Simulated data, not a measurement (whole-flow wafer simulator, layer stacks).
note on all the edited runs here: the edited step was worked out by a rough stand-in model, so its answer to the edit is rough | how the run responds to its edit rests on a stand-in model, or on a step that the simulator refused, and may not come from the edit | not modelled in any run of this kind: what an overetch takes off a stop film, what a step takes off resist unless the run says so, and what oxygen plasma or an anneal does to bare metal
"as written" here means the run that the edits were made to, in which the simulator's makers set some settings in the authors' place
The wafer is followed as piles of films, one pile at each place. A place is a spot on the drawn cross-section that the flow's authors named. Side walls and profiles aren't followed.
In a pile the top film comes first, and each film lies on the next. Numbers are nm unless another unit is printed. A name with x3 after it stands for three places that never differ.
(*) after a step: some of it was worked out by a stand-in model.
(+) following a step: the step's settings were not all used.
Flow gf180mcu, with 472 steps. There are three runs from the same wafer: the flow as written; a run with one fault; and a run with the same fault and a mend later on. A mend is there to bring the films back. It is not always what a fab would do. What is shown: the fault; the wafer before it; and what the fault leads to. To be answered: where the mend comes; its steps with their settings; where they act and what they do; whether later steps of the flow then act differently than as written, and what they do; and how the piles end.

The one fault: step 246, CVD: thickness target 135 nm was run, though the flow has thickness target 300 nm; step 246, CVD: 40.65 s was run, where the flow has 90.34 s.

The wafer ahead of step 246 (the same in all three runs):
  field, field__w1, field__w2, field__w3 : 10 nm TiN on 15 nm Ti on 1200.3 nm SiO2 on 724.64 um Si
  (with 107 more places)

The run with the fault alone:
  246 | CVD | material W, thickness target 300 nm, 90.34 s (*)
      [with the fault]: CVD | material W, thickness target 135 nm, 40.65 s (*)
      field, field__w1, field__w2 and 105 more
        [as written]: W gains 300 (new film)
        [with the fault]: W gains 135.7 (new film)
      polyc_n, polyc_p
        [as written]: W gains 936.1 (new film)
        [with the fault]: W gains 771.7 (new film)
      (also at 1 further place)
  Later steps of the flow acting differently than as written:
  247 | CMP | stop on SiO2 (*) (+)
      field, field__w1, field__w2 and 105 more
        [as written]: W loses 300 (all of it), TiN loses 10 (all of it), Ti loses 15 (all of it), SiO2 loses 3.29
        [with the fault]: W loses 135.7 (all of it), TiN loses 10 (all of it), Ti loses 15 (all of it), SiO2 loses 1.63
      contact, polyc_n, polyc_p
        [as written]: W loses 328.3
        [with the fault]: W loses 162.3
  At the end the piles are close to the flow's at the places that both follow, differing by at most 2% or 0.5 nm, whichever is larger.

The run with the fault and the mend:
  The mend stands after step 246.
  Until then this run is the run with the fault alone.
  246a | CVD | material W, thickness target 165 nm, 49.69 s (the flow's step 246 again, with other settings)
      field, field__w1, field__w2 and 105 more
        W gains 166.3
      contact, polyc_n, polyc_p
        W gains 166.4
  Later steps of the flow that are run all act as written at every place that is followed, up to a difference of at most 2% or 0.5 nm, whichever is larger.
  At the end the piles are close to the flow's at the places that both follow, differing by at most 2% or 0.5 nm, whichever is larger.
